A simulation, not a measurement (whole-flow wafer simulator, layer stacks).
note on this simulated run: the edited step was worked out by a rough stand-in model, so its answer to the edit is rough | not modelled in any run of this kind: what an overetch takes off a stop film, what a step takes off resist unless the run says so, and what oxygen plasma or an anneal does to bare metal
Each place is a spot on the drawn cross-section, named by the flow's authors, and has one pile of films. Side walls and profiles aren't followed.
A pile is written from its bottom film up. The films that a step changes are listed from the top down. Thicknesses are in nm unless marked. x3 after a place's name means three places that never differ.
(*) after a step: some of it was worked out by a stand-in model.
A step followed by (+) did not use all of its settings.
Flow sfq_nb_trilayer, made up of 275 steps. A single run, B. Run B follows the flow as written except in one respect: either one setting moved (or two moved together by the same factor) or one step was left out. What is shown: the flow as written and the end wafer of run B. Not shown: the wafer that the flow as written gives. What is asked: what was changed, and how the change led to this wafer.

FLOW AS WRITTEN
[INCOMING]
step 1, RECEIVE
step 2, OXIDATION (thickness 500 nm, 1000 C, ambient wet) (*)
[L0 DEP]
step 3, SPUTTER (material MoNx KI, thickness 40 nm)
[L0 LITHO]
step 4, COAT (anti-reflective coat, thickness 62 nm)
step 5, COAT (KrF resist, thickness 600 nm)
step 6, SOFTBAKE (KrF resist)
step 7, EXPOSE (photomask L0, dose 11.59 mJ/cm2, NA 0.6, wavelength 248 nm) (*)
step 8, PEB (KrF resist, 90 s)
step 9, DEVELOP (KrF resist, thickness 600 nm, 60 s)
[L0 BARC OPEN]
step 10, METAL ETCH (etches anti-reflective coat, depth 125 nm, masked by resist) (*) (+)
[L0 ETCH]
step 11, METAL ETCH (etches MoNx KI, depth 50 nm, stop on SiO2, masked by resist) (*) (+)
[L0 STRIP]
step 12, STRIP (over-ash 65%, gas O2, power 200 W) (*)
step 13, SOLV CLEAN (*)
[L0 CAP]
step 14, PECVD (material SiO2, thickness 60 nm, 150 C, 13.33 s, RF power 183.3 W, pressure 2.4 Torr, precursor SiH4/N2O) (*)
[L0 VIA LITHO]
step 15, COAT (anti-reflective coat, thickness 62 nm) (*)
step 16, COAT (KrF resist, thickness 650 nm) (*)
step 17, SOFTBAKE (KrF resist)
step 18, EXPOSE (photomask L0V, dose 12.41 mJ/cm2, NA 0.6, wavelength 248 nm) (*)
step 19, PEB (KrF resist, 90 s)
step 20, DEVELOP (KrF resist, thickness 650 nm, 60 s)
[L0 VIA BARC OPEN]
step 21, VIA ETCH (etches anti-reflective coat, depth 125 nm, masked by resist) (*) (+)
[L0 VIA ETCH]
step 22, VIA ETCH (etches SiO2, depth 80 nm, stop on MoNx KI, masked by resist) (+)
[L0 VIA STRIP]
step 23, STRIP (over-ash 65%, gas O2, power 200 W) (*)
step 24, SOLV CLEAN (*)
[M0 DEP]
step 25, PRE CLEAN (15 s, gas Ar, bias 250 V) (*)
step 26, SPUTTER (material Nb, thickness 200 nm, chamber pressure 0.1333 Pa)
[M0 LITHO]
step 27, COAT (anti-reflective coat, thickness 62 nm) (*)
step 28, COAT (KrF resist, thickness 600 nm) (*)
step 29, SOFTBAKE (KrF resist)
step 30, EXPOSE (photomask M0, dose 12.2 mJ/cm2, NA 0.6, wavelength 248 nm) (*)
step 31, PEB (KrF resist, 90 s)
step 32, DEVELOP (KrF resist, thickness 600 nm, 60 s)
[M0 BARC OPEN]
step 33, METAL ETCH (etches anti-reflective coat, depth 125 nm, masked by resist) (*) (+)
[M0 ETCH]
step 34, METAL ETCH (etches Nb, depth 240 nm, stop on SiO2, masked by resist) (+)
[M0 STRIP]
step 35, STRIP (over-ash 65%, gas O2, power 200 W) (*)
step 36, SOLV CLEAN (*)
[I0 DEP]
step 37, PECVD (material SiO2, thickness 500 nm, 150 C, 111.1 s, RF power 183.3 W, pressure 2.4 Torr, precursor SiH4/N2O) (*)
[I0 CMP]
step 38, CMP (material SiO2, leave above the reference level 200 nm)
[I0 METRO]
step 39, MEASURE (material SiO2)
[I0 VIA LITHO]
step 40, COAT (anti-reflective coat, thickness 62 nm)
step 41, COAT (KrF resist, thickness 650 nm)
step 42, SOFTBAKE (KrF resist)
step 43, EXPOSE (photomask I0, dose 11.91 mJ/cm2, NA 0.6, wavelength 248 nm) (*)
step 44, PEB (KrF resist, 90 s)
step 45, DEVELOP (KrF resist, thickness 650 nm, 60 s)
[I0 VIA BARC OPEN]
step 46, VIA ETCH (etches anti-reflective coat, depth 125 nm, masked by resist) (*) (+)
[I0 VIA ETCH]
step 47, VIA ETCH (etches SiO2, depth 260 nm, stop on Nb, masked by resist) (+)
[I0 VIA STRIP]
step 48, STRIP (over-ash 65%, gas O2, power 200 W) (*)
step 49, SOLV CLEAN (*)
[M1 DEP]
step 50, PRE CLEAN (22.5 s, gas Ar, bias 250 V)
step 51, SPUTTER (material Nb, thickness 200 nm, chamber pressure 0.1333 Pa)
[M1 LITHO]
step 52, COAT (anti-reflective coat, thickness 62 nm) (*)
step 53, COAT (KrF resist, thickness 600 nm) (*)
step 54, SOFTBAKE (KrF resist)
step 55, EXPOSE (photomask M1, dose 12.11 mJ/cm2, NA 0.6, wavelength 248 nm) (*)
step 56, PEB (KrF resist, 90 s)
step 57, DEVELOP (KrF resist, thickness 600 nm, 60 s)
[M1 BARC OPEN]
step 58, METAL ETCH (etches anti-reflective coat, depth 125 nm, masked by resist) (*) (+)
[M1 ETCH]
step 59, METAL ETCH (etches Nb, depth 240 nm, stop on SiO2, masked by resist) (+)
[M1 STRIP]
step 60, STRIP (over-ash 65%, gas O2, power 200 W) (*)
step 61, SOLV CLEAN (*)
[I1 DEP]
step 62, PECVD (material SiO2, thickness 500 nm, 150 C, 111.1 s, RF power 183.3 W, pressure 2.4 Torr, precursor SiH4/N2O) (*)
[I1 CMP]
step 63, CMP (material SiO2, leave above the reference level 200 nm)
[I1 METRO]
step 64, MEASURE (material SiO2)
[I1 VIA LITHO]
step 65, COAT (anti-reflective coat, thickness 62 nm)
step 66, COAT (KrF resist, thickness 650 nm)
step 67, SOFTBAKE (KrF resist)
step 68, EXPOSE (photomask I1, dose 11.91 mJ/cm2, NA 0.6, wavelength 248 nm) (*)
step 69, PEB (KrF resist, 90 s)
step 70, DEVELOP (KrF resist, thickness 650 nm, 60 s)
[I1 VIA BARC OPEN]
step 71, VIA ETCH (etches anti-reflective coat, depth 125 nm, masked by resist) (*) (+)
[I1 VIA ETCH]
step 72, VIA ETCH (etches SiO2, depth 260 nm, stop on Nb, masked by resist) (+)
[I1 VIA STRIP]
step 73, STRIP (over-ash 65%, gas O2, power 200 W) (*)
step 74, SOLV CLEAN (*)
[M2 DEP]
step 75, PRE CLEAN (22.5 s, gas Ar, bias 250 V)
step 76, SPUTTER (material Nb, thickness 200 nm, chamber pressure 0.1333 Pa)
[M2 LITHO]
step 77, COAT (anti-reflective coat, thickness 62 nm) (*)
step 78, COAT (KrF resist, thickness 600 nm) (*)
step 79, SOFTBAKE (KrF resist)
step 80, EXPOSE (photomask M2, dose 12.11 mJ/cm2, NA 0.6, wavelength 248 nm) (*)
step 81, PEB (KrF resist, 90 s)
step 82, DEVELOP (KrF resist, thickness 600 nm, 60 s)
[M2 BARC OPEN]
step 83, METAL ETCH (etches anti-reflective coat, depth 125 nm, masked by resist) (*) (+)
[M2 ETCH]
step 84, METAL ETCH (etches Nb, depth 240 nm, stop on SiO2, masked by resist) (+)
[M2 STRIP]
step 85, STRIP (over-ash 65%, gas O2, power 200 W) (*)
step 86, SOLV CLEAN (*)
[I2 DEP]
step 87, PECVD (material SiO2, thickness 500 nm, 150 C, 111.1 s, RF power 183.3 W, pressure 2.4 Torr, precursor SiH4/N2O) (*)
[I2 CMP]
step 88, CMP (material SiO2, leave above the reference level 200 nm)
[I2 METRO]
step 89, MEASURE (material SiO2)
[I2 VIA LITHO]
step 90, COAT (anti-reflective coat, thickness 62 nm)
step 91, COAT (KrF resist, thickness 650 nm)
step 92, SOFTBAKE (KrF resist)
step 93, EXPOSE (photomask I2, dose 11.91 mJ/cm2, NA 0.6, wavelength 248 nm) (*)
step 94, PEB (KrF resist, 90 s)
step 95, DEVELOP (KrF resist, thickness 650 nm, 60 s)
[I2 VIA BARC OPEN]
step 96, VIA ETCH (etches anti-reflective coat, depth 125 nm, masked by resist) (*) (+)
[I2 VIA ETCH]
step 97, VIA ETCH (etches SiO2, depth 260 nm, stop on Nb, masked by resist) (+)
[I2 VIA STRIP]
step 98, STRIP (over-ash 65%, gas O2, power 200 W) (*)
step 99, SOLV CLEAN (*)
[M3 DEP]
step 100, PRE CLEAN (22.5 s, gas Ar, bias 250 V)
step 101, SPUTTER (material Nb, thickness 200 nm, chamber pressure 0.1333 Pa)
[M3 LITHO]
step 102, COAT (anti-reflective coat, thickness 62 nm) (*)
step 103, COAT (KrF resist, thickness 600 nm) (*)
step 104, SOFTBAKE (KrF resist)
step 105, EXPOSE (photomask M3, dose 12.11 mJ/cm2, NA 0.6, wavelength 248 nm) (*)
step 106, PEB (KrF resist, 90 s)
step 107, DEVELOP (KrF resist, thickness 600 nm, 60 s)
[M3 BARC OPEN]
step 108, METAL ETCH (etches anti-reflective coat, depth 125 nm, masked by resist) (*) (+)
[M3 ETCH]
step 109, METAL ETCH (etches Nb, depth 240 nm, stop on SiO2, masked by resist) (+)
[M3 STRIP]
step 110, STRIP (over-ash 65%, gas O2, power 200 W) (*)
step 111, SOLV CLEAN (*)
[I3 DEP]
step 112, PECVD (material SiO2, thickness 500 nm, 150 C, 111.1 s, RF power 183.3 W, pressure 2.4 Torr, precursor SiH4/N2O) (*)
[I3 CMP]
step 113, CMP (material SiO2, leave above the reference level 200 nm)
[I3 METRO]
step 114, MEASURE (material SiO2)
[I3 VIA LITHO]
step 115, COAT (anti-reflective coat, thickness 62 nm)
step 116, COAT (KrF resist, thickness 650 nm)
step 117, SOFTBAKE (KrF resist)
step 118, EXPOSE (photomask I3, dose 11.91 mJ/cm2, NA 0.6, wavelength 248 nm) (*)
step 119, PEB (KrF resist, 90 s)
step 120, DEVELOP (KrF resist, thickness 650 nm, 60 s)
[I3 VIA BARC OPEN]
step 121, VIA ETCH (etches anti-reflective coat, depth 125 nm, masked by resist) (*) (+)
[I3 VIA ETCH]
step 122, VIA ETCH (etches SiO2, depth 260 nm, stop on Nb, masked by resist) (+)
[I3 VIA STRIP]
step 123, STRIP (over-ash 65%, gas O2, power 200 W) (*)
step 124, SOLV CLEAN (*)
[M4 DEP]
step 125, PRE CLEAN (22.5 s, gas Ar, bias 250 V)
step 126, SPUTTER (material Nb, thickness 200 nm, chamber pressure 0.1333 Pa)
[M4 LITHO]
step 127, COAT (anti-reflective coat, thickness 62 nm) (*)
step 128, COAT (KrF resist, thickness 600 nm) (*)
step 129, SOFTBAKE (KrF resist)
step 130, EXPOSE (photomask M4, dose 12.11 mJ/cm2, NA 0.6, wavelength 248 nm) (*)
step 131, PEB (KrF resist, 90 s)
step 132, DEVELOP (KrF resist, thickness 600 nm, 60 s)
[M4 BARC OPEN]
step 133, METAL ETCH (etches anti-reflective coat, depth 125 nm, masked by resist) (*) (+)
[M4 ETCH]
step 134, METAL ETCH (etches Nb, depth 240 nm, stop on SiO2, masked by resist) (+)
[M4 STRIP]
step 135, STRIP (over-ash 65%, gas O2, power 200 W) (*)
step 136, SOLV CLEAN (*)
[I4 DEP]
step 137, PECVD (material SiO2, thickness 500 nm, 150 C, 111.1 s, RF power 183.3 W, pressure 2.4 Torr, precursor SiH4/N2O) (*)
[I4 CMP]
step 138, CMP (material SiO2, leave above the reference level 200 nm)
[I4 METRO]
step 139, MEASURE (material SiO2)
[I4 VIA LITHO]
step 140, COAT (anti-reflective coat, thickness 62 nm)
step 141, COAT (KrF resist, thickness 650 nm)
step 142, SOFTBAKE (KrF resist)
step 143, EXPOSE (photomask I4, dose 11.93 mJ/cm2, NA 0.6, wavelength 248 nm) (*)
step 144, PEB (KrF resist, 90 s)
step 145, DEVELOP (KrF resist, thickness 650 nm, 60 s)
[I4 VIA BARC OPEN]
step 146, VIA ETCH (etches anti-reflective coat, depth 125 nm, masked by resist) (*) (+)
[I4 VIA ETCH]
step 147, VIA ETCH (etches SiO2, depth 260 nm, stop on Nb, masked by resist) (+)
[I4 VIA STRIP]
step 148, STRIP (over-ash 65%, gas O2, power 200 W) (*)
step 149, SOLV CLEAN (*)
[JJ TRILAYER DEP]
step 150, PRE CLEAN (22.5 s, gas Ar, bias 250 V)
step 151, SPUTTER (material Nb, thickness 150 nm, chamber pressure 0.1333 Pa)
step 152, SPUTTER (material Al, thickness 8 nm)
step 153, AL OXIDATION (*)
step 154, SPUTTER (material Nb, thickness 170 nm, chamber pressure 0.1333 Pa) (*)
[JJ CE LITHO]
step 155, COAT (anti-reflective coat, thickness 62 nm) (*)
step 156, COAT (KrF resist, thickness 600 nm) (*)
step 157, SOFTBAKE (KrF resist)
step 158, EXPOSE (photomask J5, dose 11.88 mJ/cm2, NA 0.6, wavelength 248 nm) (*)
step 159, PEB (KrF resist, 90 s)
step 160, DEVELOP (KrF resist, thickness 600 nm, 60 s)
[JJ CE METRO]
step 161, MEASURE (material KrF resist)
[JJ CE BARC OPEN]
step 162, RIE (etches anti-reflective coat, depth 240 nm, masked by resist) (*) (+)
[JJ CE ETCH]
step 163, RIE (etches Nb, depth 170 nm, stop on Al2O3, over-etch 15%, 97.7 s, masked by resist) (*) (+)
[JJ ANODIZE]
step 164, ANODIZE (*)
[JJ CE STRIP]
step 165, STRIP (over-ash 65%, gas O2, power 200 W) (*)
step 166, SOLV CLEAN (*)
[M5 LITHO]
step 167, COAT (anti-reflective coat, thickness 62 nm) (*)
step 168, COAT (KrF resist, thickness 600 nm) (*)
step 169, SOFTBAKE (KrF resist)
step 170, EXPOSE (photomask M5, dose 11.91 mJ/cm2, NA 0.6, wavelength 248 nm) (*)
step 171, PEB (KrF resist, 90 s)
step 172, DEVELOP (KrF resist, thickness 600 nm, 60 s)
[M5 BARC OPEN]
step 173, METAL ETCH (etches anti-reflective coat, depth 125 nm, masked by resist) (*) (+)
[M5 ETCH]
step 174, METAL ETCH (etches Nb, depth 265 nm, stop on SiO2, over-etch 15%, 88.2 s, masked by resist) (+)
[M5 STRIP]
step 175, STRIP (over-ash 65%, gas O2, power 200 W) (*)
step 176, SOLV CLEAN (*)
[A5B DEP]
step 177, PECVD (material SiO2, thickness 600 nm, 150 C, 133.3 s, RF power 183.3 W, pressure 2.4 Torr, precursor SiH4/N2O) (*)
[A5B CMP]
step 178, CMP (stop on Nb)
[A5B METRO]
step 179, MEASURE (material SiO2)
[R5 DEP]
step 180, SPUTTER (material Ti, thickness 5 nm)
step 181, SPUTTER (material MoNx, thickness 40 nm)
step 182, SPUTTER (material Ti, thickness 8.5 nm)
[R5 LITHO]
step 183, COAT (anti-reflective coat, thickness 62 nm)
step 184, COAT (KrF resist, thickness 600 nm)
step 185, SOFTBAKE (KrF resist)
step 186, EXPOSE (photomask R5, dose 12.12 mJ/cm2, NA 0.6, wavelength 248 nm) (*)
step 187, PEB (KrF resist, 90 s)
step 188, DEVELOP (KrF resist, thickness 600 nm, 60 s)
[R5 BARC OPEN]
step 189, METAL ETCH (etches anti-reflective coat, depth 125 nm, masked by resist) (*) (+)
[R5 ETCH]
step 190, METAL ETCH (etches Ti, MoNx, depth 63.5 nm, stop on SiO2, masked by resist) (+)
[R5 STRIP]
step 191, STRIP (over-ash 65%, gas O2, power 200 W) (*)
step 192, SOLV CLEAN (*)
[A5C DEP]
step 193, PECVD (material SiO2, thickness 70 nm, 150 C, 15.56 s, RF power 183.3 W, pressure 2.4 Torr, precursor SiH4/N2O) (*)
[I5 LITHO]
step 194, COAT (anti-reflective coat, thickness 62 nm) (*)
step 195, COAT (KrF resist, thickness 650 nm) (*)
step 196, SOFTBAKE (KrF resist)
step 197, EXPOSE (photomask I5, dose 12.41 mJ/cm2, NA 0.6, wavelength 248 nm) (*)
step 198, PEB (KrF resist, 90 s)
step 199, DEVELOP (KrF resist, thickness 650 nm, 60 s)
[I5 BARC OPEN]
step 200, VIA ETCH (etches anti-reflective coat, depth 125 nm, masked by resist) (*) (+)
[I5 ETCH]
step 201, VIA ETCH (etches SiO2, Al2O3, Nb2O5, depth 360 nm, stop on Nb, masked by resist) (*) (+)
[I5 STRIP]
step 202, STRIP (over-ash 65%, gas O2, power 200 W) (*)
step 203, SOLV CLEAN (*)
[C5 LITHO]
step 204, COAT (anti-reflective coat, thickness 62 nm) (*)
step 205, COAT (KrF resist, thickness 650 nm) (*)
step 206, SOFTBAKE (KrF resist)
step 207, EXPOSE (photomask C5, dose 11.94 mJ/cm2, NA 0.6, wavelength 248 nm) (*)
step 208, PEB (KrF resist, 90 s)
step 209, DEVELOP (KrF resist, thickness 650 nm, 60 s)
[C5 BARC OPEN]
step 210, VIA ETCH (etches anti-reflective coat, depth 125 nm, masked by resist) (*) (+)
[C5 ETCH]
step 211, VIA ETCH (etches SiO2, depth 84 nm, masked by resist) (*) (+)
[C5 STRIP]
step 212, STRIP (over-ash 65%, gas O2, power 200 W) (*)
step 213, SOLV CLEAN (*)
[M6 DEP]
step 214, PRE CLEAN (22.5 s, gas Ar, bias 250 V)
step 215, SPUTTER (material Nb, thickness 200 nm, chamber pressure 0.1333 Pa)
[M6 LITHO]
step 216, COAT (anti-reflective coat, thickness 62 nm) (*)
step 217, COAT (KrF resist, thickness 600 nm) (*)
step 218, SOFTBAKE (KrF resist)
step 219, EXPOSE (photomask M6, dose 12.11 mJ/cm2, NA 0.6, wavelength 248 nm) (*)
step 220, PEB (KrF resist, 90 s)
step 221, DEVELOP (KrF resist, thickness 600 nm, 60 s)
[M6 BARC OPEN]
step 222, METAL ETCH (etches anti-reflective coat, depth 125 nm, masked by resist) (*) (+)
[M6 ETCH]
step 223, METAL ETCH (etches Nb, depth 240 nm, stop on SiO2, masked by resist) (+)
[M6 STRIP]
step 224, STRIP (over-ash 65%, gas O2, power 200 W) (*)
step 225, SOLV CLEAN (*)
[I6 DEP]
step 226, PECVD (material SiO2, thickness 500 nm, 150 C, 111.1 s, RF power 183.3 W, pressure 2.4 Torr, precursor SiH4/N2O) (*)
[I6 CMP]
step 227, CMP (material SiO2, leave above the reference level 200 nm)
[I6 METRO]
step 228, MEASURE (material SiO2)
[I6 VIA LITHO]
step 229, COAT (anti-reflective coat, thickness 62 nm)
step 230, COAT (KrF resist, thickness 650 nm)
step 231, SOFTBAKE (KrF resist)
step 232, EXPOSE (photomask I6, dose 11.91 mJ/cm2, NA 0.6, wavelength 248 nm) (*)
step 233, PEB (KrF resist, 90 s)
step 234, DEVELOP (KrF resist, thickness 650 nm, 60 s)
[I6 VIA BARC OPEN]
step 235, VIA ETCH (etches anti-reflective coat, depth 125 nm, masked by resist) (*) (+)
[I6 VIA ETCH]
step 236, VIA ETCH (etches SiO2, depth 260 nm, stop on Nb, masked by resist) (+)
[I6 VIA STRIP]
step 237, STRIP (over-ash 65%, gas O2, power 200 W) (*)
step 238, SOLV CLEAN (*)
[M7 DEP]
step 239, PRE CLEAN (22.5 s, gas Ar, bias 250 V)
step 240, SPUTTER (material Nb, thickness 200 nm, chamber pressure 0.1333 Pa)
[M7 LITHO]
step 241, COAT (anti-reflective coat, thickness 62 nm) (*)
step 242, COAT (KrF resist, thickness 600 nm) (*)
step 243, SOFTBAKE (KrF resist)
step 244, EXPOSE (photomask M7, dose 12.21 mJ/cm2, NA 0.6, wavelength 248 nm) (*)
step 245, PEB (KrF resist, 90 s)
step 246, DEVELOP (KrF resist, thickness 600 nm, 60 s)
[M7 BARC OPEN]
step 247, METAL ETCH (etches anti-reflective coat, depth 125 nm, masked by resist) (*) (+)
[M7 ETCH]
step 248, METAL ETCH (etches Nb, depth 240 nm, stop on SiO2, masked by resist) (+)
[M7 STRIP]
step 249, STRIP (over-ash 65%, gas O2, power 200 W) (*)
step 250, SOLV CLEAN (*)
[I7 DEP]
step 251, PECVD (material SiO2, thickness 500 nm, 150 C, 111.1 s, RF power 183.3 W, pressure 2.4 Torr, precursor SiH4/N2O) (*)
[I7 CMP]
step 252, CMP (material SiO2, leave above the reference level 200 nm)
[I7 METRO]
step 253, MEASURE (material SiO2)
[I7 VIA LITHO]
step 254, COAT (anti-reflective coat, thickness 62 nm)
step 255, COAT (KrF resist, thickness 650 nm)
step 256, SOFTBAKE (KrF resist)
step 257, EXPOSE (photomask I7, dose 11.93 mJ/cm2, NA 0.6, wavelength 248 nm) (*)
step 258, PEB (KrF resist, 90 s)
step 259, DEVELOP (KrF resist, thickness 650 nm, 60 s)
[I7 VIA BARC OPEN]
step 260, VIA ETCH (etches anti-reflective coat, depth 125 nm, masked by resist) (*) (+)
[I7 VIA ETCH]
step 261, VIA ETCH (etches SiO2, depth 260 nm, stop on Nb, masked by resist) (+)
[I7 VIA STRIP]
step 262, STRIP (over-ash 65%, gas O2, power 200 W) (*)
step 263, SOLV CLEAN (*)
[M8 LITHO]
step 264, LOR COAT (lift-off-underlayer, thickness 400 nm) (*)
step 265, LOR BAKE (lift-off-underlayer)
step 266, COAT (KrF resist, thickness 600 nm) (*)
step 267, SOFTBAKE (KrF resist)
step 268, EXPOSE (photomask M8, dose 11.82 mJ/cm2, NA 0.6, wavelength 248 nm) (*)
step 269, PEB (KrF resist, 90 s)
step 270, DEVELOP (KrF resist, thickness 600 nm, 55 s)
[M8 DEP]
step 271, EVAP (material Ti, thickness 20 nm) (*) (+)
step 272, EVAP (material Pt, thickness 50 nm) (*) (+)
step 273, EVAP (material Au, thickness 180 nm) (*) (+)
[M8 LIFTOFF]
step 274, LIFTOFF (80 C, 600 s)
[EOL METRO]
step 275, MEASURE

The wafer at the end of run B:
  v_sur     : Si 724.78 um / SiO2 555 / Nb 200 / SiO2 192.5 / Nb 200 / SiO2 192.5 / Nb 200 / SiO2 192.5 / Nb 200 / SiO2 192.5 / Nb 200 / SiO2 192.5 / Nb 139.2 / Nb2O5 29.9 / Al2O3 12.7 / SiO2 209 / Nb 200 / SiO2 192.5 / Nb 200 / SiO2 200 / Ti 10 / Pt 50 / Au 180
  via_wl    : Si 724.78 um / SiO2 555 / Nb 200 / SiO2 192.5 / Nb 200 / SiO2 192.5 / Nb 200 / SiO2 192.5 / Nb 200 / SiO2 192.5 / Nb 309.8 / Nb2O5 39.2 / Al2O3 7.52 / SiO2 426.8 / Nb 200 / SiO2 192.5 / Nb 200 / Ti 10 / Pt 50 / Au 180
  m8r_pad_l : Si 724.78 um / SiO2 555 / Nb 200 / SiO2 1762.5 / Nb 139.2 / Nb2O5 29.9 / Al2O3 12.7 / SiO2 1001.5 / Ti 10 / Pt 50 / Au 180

The reason: step 271, EVAP: thickness 10 nm was run, while the flow as written has thickness 20 nm.
One can read it off the wafer: v_sur has Ti 10, and step 271 as written asks for 20 nm.

How this came from the change, step by step:
  step 271, EVAP (material Ti, thickness 20 nm) (*) (+)
      field_l, v_sur, via_wl and 103 more: Ti gains 10 (new film) (in the flow as written it would be: Ti gains 20 (new film))
  step 274, LIFTOFF (80 C, 600 s)
      p4_fl, p4_fm, p4_w1 and 71 more: Au loses 180 (all of it), Pt loses 50 (all of it), Ti loses 10 (all of it), KrF resist loses 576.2 (all of it), lift-off-underlayer loses 400 (all of it) (in the flow as written it would be: Au loses 180 (all of it), Pt loses 50 (all of it), Ti loses 20 (all of it), KrF resist loses 576.2 (all of it), lift-off-underlayer loses 400 (all of it))
      c5j, ce_r: Au loses 180 (all of it), Pt loses 50 (all of it), Ti loses 10 (all of it), KrF resist loses 573.3 (all of it), lift-off-underlayer loses 399.3 (all of it) (in the flow as written it would be: Au loses 180 (all of it), Pt loses 50 (all of it), Ti loses 20 (all of it), KrF resist loses 573.3 (all of it), lift-off-underlayer loses 399.3 (all of it))
      (also at 19 further places)
